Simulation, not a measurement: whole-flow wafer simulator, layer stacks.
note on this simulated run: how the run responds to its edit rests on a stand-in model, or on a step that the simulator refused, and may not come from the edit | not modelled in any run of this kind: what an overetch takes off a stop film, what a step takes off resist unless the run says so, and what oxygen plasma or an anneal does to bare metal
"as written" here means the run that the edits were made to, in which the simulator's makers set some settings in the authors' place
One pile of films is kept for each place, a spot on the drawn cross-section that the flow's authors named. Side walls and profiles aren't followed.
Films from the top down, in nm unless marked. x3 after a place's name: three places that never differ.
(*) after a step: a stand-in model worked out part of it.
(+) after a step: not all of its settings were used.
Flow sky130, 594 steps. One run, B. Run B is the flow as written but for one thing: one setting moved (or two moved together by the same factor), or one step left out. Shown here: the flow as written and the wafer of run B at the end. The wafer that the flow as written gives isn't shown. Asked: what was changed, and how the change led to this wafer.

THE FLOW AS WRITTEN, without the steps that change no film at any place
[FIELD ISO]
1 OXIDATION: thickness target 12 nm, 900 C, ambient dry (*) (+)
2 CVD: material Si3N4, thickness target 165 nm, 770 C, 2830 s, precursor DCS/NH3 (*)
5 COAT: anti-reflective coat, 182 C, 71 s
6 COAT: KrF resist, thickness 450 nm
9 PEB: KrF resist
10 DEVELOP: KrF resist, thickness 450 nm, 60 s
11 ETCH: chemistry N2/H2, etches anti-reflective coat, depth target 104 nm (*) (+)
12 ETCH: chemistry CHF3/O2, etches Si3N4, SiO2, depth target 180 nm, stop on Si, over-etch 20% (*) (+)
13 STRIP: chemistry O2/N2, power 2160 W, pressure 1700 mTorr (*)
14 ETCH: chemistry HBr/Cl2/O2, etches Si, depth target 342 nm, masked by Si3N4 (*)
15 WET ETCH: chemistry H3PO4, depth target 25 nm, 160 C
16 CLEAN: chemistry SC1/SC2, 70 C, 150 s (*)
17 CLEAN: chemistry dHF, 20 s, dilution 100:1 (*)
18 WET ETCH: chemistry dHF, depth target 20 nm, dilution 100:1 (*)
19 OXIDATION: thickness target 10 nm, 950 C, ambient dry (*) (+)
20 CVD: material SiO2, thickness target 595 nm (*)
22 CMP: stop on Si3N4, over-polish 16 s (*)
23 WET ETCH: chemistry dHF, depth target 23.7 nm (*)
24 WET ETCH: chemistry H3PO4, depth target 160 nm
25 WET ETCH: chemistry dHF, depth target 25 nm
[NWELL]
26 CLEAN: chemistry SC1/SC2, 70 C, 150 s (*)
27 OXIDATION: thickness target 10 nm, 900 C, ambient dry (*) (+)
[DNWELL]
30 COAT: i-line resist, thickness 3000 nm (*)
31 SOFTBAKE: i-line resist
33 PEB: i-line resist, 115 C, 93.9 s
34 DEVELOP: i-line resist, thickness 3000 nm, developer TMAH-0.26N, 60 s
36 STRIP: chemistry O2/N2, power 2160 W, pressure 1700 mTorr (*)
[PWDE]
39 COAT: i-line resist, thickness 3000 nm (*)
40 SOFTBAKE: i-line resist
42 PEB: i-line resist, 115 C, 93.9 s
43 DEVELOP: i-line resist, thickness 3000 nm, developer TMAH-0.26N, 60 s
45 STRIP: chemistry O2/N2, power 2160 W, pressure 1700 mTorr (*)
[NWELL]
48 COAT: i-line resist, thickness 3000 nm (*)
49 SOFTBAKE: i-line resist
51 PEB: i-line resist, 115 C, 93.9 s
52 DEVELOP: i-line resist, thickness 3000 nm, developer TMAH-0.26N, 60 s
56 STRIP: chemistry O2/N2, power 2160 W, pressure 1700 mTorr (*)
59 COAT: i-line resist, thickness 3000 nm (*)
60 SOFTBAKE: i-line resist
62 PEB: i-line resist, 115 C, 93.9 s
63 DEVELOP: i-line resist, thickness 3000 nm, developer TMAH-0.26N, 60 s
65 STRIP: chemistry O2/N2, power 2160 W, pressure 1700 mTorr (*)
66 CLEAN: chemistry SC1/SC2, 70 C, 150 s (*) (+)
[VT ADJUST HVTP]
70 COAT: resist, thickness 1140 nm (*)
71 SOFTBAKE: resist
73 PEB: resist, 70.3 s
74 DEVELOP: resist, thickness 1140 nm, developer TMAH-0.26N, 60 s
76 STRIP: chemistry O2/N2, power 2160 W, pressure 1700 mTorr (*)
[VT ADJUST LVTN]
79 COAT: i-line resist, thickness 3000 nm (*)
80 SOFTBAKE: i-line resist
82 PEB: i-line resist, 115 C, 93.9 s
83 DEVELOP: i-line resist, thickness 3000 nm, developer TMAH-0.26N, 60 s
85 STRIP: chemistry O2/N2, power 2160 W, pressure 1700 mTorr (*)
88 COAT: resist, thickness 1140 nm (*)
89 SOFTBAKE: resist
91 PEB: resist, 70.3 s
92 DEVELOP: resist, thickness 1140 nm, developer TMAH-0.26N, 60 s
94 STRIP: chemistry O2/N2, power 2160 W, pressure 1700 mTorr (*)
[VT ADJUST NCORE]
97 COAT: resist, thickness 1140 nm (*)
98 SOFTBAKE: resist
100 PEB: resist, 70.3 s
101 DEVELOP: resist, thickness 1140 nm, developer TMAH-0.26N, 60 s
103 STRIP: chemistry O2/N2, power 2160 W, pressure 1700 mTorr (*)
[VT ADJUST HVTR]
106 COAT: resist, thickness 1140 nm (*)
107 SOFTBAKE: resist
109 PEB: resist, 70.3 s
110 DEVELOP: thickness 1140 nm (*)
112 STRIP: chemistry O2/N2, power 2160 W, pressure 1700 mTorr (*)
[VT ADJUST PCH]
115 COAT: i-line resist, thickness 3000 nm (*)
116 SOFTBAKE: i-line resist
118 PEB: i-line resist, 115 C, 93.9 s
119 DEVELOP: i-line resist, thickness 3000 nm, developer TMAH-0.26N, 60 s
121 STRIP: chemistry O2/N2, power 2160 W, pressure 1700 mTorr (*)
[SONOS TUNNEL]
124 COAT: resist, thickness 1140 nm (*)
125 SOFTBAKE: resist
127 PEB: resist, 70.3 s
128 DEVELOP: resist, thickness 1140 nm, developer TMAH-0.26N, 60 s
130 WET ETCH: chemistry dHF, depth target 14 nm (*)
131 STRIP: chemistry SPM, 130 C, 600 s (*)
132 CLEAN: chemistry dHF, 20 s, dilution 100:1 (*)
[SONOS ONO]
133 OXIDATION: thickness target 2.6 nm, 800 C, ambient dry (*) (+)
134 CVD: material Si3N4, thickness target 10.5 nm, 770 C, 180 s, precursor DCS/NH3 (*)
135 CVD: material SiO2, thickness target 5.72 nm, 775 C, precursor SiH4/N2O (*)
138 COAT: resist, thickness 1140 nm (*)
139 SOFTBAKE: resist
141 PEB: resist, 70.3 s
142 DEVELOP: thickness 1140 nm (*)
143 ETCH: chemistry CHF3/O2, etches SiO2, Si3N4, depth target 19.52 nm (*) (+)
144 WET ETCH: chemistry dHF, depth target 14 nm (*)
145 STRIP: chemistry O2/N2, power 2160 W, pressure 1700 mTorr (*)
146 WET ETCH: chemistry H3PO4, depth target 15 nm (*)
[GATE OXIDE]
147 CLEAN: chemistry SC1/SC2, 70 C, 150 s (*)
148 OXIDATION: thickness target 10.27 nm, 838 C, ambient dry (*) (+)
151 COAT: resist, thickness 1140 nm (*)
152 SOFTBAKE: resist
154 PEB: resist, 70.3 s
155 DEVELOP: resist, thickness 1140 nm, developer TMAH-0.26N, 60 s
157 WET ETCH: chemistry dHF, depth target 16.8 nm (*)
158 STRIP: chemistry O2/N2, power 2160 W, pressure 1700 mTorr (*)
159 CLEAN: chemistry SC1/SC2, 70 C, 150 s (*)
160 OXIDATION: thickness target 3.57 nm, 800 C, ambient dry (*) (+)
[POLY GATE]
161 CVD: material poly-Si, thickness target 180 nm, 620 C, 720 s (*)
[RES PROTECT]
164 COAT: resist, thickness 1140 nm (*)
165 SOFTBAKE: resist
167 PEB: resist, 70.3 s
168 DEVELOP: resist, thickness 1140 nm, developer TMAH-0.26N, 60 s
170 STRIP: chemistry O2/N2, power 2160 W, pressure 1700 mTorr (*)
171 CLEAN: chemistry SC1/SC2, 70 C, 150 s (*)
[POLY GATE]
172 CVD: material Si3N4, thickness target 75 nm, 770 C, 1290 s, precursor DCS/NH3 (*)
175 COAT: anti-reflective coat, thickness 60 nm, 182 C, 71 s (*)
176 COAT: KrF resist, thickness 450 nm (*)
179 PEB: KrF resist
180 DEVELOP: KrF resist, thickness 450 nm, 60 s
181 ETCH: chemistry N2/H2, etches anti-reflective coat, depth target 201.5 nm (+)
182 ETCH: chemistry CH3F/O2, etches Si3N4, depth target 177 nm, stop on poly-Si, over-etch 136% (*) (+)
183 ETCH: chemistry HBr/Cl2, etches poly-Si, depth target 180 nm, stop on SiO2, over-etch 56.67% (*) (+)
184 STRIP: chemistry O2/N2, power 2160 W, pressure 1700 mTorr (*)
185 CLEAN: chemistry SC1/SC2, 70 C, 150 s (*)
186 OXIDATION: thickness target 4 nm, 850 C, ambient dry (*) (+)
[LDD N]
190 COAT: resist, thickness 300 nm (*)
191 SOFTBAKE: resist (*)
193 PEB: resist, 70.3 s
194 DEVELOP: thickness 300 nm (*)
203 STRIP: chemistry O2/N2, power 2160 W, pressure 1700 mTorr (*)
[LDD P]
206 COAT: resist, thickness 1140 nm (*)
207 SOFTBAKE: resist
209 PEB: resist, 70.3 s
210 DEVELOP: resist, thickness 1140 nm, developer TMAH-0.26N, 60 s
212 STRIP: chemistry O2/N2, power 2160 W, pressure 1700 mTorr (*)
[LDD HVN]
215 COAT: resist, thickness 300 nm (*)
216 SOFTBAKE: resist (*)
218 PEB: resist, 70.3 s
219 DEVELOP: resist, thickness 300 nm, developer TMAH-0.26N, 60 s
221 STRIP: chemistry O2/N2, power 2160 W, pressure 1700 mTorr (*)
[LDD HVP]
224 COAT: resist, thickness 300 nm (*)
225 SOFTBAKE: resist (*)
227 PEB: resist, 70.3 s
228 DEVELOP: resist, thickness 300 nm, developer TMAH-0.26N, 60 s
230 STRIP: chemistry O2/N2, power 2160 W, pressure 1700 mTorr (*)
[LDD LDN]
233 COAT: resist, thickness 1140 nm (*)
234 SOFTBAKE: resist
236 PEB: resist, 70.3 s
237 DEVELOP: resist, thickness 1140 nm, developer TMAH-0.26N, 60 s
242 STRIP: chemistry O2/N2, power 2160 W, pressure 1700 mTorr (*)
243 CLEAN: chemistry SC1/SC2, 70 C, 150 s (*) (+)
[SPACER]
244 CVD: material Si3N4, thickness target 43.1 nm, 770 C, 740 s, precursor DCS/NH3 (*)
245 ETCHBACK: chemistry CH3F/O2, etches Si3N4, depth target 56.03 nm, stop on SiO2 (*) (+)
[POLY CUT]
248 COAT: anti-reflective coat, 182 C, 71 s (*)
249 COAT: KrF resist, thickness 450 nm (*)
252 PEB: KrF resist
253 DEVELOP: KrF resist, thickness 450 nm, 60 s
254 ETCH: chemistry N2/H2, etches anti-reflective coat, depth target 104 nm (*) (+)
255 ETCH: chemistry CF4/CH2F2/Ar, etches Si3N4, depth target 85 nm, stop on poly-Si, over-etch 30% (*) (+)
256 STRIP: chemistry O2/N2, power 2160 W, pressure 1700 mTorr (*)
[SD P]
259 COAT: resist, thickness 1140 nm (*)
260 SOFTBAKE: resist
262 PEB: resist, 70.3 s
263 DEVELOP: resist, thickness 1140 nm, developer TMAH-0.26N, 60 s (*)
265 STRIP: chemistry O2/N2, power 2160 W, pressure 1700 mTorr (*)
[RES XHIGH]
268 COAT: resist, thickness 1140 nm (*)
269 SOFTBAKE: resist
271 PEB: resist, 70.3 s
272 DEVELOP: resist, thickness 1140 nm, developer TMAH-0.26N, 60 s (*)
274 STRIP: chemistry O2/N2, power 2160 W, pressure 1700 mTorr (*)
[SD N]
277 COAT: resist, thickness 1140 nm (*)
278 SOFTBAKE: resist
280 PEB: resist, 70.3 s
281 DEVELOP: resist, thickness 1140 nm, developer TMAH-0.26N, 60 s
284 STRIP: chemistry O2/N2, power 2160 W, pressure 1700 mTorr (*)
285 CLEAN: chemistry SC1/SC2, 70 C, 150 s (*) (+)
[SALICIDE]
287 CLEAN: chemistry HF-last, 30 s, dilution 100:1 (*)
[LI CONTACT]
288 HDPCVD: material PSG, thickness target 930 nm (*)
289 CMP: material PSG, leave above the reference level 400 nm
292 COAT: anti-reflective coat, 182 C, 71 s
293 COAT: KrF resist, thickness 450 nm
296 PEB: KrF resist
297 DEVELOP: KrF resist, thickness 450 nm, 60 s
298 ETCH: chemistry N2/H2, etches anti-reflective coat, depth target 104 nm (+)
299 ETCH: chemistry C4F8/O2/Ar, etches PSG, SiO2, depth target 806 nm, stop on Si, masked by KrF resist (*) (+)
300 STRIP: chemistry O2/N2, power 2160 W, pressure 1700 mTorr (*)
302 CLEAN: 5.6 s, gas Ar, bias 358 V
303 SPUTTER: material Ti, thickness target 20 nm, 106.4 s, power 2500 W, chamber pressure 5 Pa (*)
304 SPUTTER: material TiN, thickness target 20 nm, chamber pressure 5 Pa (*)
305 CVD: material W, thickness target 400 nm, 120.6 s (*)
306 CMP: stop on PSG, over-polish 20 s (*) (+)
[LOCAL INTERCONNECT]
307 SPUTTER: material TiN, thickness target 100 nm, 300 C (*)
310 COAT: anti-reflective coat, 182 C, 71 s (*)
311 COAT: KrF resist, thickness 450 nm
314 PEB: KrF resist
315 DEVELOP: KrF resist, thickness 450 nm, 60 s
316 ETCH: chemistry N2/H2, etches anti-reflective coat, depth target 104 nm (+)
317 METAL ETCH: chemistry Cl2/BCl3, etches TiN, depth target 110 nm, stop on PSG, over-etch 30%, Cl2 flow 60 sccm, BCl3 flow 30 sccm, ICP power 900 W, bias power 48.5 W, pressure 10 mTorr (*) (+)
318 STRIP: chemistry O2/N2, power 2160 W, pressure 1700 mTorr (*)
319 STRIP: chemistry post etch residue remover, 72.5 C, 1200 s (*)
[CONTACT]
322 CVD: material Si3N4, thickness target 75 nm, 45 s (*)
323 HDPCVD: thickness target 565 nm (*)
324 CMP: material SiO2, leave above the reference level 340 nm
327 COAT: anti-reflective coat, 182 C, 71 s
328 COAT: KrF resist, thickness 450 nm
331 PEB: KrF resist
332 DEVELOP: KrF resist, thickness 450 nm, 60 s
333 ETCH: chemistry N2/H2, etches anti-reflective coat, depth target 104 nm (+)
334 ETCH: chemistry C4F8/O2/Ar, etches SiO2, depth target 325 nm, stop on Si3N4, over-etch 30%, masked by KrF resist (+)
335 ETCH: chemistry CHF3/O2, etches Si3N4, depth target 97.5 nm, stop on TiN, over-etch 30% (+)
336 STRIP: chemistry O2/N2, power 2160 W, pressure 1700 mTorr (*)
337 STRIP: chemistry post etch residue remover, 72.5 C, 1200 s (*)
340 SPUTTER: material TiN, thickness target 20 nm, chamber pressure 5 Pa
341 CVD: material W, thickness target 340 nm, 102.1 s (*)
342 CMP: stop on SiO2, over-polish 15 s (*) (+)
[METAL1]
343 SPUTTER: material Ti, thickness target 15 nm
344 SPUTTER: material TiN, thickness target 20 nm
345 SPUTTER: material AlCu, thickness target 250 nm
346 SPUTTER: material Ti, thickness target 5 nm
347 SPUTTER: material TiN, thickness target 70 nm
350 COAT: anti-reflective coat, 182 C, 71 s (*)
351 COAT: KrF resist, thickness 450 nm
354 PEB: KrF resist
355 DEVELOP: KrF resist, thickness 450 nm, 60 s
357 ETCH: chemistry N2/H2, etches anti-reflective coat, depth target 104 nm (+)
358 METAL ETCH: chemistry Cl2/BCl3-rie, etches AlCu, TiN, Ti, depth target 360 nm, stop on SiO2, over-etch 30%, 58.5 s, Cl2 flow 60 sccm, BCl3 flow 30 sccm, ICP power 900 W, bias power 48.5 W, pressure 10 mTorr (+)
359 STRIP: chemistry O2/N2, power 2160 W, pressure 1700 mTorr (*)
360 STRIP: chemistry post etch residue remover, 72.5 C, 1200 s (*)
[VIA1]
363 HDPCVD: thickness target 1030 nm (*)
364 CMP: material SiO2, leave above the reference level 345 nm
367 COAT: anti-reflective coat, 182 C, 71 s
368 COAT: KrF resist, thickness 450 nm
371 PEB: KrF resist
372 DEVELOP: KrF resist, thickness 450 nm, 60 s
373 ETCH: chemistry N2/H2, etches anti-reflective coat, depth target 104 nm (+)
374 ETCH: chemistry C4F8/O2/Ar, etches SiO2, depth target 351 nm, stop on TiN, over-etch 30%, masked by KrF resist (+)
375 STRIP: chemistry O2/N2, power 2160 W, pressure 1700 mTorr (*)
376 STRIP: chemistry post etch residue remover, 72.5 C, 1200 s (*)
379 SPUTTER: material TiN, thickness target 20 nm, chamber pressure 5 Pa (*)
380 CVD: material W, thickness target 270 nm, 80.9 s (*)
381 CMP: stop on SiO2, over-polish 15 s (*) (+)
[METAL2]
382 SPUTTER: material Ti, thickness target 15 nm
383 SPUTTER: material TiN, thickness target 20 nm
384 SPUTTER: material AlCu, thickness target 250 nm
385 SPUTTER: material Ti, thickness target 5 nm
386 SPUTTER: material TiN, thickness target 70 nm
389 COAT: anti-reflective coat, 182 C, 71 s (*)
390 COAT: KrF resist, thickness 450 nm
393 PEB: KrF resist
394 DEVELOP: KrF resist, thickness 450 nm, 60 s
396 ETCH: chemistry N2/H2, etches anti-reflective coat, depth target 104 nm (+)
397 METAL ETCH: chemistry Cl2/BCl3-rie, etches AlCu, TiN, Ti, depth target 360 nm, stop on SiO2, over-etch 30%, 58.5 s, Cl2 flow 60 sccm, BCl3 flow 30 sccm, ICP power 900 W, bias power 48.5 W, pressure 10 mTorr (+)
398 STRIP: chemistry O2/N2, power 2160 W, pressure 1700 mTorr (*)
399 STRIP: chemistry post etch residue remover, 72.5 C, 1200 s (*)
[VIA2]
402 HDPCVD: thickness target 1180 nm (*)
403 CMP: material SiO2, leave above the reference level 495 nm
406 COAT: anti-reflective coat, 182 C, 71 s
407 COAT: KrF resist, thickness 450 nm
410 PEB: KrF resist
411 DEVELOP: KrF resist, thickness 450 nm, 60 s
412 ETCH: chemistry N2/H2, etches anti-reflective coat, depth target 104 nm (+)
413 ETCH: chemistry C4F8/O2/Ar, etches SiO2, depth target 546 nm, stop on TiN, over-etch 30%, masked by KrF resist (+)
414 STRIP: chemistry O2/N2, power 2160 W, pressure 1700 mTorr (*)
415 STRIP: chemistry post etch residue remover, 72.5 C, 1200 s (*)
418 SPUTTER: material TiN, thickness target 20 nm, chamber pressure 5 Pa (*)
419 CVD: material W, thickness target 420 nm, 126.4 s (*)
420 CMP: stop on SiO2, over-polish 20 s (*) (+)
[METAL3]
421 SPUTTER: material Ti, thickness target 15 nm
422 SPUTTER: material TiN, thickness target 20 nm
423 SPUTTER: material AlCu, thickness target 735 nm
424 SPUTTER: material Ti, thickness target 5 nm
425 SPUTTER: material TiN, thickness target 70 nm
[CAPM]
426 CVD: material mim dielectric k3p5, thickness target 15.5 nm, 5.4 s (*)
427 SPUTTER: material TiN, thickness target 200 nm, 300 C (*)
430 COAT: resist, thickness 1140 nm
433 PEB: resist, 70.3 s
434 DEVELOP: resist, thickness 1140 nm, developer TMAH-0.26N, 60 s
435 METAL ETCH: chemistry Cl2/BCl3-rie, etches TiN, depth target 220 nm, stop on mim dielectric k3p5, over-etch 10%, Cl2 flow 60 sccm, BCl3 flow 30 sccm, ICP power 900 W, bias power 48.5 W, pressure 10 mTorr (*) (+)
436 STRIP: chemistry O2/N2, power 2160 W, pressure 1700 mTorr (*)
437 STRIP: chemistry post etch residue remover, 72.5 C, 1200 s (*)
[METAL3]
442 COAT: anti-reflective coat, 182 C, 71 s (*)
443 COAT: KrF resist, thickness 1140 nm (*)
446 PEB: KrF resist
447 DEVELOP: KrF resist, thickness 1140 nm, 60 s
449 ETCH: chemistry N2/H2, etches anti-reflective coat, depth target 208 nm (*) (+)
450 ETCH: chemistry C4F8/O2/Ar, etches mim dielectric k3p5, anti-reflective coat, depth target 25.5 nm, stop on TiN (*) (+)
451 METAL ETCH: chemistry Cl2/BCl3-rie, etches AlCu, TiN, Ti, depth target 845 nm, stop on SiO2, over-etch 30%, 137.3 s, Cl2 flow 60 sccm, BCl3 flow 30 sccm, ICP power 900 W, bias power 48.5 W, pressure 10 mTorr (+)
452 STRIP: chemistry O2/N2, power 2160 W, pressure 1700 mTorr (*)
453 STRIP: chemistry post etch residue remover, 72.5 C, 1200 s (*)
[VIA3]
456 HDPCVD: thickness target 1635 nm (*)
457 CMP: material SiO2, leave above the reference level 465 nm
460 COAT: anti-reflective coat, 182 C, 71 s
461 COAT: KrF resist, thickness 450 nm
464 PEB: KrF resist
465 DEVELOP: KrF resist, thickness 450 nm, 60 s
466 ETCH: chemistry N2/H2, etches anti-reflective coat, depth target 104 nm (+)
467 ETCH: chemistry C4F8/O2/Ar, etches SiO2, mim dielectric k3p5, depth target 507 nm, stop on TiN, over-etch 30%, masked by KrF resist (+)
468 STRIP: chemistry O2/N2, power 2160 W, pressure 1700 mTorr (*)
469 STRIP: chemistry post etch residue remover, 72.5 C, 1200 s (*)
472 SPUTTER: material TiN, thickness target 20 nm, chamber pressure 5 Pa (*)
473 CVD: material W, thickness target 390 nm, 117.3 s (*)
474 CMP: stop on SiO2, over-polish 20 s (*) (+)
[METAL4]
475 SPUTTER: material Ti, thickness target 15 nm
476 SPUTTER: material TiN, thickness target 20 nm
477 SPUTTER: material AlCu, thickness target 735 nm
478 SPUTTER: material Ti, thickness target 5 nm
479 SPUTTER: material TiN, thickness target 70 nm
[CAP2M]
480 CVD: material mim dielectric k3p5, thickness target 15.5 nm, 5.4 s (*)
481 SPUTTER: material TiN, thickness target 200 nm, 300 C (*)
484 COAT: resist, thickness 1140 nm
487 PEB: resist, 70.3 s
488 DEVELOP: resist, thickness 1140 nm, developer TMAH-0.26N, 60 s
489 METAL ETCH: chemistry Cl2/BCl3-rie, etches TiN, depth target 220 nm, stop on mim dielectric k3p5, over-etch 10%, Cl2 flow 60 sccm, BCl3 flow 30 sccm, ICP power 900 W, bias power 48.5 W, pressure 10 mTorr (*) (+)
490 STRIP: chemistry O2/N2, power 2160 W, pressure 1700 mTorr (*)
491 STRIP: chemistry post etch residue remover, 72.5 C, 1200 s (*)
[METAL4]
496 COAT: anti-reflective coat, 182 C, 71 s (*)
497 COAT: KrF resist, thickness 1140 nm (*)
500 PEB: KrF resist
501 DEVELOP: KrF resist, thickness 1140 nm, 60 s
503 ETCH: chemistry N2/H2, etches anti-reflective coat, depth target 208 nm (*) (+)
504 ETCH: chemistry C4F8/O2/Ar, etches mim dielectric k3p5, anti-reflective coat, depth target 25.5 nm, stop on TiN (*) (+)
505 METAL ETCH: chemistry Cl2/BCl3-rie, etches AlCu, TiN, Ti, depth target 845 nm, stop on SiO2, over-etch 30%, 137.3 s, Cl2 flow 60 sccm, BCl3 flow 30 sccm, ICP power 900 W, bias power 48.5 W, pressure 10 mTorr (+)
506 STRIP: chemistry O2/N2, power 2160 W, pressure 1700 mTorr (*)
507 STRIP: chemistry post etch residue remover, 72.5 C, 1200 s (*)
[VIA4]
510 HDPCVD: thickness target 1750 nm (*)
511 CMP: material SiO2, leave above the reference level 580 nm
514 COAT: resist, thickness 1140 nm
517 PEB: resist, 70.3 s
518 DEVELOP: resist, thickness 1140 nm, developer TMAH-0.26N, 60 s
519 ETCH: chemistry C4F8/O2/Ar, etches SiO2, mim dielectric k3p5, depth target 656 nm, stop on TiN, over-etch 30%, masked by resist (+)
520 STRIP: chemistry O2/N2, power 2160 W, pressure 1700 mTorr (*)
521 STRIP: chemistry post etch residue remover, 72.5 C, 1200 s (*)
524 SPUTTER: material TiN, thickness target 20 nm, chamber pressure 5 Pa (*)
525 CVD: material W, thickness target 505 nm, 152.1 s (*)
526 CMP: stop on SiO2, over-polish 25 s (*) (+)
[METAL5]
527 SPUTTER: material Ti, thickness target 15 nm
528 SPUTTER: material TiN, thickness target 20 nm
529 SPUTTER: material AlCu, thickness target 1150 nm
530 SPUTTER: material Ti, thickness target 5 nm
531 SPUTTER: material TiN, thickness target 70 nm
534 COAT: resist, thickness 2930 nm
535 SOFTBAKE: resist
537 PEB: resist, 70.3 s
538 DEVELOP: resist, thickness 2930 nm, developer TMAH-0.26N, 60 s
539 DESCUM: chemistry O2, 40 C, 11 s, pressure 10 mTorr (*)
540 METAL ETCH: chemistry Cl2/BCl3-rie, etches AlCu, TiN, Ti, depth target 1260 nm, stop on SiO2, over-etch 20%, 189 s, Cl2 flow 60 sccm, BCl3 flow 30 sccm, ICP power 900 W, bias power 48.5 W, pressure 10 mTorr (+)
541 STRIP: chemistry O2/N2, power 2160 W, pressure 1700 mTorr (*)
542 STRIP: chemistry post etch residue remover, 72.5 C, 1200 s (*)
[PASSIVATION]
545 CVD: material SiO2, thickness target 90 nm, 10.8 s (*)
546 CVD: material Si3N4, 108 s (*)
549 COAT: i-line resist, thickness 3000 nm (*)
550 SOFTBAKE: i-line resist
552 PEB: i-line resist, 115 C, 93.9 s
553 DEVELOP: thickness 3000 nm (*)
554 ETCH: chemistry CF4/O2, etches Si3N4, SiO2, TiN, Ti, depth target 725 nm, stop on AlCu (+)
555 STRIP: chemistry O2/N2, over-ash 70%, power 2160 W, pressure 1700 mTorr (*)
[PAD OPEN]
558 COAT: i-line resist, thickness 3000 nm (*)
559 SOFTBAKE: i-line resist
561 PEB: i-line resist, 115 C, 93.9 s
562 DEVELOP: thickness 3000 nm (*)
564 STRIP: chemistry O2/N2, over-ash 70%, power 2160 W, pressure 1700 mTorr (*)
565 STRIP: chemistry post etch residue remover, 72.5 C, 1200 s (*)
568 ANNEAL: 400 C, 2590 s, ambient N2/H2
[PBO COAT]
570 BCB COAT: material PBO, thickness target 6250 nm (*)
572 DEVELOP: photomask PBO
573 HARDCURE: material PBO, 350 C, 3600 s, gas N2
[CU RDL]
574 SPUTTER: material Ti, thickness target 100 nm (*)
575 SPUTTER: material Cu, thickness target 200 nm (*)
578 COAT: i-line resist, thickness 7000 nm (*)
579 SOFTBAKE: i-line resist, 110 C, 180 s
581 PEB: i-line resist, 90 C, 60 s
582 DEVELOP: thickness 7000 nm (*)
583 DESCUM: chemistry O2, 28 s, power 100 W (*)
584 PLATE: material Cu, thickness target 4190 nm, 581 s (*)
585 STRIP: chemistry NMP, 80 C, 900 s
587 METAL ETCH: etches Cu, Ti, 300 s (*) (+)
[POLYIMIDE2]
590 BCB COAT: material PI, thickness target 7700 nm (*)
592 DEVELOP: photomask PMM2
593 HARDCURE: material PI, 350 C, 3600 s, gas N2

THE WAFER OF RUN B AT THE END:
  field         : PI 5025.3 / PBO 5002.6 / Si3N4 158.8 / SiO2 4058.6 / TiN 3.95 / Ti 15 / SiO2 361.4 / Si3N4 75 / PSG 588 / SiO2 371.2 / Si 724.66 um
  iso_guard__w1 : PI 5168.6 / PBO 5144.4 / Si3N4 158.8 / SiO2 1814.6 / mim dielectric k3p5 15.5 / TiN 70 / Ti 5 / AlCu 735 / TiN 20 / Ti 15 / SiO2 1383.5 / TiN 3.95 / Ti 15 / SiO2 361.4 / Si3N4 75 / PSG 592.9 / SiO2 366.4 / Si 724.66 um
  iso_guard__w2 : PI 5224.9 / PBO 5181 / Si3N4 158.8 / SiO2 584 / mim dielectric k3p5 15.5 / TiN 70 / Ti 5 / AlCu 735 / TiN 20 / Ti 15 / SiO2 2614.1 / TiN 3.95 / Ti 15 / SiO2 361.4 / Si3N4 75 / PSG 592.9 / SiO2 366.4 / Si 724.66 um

The cause: step 358, METAL ETCH: depth target 261 nm was run, where the flow has depth target 360 nm; step 358, METAL ETCH: 42.4 s was run, where the flow has 58.5 s.

How the change led to this, step by step:
  358 METAL ETCH: chemistry Cl2/BCl3-rie, etches AlCu, TiN, Ti, depth target 360 nm, stop on SiO2, over-etch 30%, 58.5 s, Cl2 flow 60 sccm, BCl3 flow 30 sccm, ICP power 900 W, bias power 48.5 W, pressure 10 mTorr (+)
      field, active, gate and 81 more: TiN -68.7 (all of it), Ti -5 (all of it), AlCu -250 (all of it), TiN -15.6 (as written it would be: TiN -68.7 (all of it), Ti -5 (all of it), AlCu -250 (all of it), TiN -20 (all of it), Ti -15 (all of it), SiO2 -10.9)
      gate_hv, mim, dice_street and 75 more: KrF resist -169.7 (as written it would be: KrF resist -234)
      (and at 29 more places)
  359 STRIP: chemistry O2/N2, power 2160 W, pressure 1700 mTorr (*)
      n_well, p_well, gate_hv and 100 more: KrF resist -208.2 (all of it), anti-reflective coat -80 (all of it) (as written it would be: KrF resist -143.8 (all of it), anti-reflective coat -80 (all of it))
      poly_licon, ndiff_licon, ndiff_licon_cpp, rpo_hd_licon: KrF resist -208.2 (all of it), anti-reflective coat -80.5 (all of it) (as written it would be: KrF resist -143.9 (all of it), anti-reflective coat -80.5 (all of it))
  363 HDPCVD: thickness target 1030 nm (*)
      field, active, gate and 81 more: SiO2 +1030 (new film) (as written it would be: SiO2 +1030)
  364 CMP: material SiO2, leave above the reference level 345 nm
      field, active, gate and 81 more: SiO2 -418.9 (as written it would be: SiO2 -389.1)
Counting metal films that touch as one body, field has 1 body; the flow as written gives 0 bodies.
Counting metal films that touch as one body, iso_guard__w1 has 2 bodies (between them, from the top down: SiO2 1383.5); the flow as written gives 1 body.
Counting metal films that touch as one body, iso_guard__w2 has 2 bodies (between them, from the top down: SiO2 2614.1); the flow as written gives 1 body.
